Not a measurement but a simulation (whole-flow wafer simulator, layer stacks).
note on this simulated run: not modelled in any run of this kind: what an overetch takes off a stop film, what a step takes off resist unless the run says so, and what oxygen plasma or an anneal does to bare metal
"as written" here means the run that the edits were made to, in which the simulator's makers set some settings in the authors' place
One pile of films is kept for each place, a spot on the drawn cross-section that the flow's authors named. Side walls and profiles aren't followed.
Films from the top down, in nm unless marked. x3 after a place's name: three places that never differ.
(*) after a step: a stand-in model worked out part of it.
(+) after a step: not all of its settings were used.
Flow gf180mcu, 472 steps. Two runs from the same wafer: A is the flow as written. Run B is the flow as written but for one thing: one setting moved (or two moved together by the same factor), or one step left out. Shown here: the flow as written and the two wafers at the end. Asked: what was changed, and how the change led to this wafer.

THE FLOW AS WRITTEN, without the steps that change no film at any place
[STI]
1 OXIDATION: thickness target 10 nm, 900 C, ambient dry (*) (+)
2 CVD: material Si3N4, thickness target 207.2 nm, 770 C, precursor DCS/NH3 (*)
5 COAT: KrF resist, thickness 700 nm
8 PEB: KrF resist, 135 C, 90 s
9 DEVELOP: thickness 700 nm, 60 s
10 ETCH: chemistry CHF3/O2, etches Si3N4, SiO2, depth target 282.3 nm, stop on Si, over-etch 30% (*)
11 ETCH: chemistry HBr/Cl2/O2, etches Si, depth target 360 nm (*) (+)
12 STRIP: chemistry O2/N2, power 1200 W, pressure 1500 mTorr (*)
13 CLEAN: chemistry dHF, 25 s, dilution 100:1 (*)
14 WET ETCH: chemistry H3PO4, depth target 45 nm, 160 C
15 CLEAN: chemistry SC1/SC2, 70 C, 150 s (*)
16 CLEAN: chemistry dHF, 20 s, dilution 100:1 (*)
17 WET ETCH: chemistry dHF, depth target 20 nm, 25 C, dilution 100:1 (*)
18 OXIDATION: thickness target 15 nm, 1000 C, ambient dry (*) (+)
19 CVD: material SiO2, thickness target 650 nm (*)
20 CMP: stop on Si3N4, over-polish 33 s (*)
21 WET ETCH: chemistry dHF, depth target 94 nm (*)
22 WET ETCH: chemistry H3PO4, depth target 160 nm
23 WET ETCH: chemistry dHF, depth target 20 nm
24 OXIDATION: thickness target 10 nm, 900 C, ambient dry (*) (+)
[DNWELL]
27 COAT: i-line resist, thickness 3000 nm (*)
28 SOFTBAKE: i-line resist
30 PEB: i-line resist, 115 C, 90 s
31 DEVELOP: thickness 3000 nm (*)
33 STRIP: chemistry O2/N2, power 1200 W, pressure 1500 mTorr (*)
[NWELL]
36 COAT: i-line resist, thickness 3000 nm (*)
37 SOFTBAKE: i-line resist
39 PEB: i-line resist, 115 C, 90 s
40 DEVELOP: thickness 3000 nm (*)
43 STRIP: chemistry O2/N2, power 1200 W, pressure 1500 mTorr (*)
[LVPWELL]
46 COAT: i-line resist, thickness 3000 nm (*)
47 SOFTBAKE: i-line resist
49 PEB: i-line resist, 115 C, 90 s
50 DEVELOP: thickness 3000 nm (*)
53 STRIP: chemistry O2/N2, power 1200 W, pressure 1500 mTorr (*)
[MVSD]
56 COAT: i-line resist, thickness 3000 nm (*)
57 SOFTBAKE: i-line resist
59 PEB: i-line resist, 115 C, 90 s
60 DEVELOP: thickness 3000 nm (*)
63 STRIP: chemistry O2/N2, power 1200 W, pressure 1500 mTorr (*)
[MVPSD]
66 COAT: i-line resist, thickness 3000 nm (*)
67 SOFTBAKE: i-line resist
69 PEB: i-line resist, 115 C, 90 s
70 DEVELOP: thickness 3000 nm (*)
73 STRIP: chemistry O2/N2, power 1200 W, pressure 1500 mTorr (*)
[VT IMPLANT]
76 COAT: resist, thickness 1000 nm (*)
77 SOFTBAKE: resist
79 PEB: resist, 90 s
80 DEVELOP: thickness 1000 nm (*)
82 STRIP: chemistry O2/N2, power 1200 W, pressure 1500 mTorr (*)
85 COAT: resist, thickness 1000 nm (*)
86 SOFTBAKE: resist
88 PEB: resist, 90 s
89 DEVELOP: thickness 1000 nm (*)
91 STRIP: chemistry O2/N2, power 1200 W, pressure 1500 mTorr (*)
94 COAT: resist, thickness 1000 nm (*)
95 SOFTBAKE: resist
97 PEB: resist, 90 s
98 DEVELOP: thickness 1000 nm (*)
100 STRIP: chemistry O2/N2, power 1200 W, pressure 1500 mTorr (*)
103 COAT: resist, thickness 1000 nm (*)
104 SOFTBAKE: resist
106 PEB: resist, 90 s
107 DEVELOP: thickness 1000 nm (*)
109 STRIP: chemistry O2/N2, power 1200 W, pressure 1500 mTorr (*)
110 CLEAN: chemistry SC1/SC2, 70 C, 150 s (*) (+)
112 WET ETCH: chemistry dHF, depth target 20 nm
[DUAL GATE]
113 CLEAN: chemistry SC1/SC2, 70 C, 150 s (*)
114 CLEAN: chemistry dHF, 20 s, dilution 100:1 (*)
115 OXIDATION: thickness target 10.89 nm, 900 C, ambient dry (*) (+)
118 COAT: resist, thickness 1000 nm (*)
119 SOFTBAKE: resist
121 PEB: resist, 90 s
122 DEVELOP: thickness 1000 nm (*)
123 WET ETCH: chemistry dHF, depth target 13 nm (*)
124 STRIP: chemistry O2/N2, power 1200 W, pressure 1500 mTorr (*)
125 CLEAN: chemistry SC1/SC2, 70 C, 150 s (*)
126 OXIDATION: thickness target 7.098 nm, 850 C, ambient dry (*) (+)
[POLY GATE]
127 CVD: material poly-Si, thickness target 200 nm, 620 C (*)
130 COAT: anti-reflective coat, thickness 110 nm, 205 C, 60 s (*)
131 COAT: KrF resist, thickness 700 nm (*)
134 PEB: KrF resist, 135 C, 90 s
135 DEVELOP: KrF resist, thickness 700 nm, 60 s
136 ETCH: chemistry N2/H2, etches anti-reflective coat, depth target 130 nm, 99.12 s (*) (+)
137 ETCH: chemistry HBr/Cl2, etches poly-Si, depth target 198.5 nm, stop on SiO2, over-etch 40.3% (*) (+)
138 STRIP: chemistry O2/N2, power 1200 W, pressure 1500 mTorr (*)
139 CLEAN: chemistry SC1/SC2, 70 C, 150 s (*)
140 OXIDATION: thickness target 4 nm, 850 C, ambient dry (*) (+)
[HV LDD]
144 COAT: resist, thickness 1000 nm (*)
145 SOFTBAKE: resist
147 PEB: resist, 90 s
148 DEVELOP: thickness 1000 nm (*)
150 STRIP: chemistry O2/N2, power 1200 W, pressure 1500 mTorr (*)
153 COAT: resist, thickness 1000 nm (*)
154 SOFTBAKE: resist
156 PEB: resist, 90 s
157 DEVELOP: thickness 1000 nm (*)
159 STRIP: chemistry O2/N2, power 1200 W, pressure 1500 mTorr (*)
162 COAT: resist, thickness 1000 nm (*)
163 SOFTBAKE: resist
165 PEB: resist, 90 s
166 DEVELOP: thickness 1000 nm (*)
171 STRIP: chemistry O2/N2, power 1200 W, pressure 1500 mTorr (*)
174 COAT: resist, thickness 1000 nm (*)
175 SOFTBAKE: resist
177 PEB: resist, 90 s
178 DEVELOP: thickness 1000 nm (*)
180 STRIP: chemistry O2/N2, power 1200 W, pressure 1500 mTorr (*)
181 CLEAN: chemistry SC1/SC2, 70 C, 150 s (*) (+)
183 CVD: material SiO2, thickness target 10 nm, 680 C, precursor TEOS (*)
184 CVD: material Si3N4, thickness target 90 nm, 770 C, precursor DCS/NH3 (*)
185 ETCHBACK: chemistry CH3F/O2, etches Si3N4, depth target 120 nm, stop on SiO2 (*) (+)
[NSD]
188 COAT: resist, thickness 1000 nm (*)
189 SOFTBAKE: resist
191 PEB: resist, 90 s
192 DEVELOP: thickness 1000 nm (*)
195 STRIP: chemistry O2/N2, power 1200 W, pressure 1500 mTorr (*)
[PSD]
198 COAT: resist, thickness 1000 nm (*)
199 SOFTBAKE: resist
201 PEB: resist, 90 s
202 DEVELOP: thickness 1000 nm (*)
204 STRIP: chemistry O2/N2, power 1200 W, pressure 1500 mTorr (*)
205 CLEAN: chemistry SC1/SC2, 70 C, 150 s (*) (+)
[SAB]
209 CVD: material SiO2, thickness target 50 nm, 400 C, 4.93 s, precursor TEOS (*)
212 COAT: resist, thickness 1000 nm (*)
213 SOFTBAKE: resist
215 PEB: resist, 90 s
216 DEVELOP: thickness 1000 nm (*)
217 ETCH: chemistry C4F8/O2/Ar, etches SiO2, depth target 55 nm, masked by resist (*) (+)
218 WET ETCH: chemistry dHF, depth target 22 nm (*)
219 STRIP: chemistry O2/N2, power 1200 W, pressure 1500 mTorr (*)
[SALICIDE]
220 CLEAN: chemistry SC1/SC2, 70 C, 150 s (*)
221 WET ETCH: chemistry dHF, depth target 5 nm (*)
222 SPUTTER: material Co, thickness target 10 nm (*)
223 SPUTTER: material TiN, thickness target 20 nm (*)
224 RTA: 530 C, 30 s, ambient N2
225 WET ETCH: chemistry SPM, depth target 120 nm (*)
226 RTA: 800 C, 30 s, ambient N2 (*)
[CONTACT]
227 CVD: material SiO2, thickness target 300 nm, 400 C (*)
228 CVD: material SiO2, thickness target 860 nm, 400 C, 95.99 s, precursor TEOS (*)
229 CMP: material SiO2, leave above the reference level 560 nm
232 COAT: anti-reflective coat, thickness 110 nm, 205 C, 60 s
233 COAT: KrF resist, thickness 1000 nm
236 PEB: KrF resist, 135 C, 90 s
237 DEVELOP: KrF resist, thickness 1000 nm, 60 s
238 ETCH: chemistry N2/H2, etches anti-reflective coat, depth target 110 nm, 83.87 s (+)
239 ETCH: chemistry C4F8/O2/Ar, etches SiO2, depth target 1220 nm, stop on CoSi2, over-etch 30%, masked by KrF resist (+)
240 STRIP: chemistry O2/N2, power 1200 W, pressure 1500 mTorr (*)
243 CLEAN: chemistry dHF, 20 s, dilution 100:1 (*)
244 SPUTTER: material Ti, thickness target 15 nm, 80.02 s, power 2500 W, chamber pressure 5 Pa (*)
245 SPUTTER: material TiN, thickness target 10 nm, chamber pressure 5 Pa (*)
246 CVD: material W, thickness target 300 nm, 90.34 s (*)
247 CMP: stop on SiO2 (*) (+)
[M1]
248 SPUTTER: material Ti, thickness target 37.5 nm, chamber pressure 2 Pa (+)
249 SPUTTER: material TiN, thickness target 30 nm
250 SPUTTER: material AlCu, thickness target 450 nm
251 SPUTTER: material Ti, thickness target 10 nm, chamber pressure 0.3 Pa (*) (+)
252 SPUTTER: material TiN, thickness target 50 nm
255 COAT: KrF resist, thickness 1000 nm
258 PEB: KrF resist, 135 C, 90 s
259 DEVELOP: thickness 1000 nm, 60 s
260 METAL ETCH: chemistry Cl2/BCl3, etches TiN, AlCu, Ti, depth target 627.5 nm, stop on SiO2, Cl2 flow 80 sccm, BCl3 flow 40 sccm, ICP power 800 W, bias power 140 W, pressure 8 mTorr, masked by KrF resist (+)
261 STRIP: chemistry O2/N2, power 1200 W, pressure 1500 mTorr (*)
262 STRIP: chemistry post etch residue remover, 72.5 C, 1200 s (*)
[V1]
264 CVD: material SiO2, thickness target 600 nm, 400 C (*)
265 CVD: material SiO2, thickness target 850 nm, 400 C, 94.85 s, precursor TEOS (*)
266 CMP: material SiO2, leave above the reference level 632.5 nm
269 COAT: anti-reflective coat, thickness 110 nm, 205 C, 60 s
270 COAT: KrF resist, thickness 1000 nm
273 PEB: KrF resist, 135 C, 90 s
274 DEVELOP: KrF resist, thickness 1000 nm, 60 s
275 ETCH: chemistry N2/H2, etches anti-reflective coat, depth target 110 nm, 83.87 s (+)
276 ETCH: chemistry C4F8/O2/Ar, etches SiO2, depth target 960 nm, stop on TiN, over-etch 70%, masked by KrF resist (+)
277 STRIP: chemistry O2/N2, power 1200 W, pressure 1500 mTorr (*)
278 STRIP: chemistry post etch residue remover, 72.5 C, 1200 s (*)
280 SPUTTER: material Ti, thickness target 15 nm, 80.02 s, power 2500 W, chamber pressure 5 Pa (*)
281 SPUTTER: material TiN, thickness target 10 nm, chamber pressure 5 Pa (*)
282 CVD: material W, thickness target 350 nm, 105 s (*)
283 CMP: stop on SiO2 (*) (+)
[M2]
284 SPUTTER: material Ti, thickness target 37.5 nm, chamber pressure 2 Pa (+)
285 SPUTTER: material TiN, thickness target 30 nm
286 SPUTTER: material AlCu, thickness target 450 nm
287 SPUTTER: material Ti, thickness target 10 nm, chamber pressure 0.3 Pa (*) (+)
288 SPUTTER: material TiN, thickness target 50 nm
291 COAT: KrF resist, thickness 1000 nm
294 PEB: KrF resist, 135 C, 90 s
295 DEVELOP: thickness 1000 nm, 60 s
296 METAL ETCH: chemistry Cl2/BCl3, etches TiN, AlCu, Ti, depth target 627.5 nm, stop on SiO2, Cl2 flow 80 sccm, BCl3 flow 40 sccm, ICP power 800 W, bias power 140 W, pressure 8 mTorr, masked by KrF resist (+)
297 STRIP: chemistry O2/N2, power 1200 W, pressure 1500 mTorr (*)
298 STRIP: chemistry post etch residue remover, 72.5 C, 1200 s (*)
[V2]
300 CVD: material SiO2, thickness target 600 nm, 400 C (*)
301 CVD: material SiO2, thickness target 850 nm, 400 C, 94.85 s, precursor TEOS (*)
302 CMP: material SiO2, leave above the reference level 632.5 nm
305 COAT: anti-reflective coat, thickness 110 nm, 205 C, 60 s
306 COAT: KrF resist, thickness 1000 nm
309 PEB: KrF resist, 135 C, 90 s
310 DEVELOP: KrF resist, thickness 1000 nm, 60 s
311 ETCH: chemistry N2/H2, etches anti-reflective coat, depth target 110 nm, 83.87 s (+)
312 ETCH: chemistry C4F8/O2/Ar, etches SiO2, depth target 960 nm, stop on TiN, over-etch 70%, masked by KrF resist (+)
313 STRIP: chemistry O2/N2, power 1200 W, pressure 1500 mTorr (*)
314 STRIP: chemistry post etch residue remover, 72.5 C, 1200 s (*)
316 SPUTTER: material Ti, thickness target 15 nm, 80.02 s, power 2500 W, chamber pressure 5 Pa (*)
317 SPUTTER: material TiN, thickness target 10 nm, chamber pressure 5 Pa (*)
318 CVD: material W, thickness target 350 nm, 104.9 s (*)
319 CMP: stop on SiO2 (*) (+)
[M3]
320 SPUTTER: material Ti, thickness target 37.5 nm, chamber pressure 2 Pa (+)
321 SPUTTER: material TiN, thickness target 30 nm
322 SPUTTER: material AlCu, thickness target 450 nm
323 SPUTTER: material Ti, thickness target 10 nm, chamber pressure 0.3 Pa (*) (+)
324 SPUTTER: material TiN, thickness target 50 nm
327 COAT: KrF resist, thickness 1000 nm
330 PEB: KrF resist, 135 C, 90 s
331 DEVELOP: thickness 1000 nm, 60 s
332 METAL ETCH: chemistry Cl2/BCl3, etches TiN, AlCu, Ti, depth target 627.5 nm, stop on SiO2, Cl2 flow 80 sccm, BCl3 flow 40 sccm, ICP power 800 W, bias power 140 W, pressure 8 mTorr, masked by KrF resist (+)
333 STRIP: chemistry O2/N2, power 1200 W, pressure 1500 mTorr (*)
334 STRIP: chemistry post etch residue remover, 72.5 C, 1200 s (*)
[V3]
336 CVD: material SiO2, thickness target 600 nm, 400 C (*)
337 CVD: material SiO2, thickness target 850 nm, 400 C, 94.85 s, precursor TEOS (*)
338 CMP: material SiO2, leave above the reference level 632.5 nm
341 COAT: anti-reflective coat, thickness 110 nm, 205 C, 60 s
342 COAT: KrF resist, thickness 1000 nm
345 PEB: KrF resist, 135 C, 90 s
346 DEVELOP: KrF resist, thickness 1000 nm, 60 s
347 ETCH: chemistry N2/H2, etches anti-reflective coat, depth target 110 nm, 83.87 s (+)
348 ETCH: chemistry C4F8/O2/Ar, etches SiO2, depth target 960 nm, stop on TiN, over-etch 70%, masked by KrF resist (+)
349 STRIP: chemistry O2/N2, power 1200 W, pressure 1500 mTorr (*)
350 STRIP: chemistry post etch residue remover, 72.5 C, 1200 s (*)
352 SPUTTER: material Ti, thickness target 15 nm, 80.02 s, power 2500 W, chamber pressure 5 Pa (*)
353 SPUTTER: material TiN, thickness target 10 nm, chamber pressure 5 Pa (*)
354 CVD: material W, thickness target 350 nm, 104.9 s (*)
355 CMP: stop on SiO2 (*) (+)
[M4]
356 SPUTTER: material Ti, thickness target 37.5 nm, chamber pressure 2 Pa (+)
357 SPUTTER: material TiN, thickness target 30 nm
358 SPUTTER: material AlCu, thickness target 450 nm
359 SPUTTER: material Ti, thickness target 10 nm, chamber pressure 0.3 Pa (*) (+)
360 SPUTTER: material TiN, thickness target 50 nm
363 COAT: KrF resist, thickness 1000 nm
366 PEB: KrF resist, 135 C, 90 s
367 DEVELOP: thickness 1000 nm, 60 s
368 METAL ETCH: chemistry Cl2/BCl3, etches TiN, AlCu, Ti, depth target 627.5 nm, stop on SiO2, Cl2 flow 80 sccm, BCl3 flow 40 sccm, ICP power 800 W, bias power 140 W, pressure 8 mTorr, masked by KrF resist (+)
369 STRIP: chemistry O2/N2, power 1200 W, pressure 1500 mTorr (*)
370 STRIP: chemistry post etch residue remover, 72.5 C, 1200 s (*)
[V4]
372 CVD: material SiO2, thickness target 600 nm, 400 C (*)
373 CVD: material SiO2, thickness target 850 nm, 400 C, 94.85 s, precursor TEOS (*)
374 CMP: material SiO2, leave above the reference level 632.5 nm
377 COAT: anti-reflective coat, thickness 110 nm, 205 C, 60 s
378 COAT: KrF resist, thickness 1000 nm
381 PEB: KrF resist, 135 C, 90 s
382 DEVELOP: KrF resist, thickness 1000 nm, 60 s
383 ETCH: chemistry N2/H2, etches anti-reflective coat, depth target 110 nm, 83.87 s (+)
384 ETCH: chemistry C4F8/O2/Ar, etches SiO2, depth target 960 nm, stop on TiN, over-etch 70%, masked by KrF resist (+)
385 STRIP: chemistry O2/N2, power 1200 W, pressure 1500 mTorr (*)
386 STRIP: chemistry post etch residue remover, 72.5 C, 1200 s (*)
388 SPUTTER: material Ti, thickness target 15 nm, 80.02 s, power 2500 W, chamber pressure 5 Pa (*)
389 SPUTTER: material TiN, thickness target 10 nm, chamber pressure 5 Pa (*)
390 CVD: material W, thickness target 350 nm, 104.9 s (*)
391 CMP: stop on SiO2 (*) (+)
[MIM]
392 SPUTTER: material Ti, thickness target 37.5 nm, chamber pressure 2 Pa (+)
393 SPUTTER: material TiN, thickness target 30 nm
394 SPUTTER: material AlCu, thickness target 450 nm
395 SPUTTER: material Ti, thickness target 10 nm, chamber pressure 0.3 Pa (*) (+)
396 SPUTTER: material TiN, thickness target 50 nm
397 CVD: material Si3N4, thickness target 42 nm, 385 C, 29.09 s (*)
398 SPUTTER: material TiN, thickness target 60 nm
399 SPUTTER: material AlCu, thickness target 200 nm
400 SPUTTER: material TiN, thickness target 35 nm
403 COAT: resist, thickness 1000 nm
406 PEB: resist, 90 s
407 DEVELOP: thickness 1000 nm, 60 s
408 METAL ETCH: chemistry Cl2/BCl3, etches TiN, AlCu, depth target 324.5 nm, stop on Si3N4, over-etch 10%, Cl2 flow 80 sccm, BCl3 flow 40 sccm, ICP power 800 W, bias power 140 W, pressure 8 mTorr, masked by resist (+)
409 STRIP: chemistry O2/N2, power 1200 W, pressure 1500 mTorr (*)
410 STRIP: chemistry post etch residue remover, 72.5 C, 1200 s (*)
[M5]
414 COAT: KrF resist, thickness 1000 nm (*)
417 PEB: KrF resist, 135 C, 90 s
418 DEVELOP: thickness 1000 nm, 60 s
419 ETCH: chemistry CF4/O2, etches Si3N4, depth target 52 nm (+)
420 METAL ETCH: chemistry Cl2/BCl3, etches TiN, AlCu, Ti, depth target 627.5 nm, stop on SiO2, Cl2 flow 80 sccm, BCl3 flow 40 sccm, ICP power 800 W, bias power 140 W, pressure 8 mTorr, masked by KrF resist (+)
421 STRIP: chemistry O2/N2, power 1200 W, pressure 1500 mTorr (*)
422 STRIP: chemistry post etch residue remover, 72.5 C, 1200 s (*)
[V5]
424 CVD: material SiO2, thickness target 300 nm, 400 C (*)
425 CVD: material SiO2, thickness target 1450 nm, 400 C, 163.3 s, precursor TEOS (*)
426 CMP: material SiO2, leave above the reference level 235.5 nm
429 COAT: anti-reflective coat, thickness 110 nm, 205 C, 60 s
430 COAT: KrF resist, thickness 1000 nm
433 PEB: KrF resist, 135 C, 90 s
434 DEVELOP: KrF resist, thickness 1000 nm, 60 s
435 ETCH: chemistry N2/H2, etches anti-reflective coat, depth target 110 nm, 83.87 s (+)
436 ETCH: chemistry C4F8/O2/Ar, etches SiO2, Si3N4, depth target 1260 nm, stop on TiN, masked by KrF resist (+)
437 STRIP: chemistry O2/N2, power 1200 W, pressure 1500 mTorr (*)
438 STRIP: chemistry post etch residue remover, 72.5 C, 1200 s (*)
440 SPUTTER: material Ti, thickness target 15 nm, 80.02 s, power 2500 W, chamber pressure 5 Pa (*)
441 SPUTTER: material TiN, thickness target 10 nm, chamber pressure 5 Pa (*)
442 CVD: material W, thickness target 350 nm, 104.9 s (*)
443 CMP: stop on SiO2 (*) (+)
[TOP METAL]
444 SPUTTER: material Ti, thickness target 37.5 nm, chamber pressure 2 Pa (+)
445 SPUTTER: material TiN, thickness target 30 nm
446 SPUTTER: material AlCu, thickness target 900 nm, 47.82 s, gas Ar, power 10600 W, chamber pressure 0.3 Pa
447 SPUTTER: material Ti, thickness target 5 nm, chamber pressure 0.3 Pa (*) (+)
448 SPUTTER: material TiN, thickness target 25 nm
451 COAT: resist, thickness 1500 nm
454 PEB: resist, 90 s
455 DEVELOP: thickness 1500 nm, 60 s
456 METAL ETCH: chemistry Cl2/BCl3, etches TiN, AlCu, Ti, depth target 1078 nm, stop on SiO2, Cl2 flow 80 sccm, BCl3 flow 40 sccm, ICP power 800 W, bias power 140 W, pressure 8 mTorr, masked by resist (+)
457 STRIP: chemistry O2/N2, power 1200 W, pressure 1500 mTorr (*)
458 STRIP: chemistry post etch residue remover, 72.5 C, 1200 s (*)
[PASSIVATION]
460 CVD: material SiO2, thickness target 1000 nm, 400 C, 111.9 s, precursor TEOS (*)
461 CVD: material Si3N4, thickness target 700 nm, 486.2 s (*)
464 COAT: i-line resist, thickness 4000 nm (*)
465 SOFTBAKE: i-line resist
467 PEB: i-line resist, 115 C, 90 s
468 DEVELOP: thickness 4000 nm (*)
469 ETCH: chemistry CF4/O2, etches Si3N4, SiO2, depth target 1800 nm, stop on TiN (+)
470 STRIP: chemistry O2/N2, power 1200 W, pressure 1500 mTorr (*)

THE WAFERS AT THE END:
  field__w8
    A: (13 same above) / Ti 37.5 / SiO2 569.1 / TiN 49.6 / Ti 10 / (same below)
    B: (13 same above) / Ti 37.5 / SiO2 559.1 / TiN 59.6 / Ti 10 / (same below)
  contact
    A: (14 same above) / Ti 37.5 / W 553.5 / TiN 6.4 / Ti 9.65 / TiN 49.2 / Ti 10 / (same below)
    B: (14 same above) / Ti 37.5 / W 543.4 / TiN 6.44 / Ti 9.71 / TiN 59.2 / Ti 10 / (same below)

The cause: step 360, SPUTTER: thickness target 60 nm was run, where the flow has thickness target 50 nm.

How the change led to this, step by step:
  360 SPUTTER: material TiN, thickness target 50 nm
      field, field__w1, field__w2 and 108 more: A TiN +50 (new film) | B TiN +60 (new film)
  368 METAL ETCH: chemistry Cl2/BCl3, etches TiN, AlCu, Ti, depth target 627.5 nm, stop on SiO2, Cl2 flow 80 sccm, BCl3 flow 40 sccm, ICP power 800 W, bias power 140 W, pressure 8 mTorr, masked by KrF resist (+)
      field, field__w1, field__w2 and 103 more: A TiN -50 (all of it), Ti -10 (all of it), AlCu -450 (all of it), TiN -30 (all of it), Ti -37.5 (all of it) | B TiN -60 (all of it), Ti -10 (all of it), AlCu -450 (all of it), TiN -30 (all of it), Ti -37.5 (all of it)
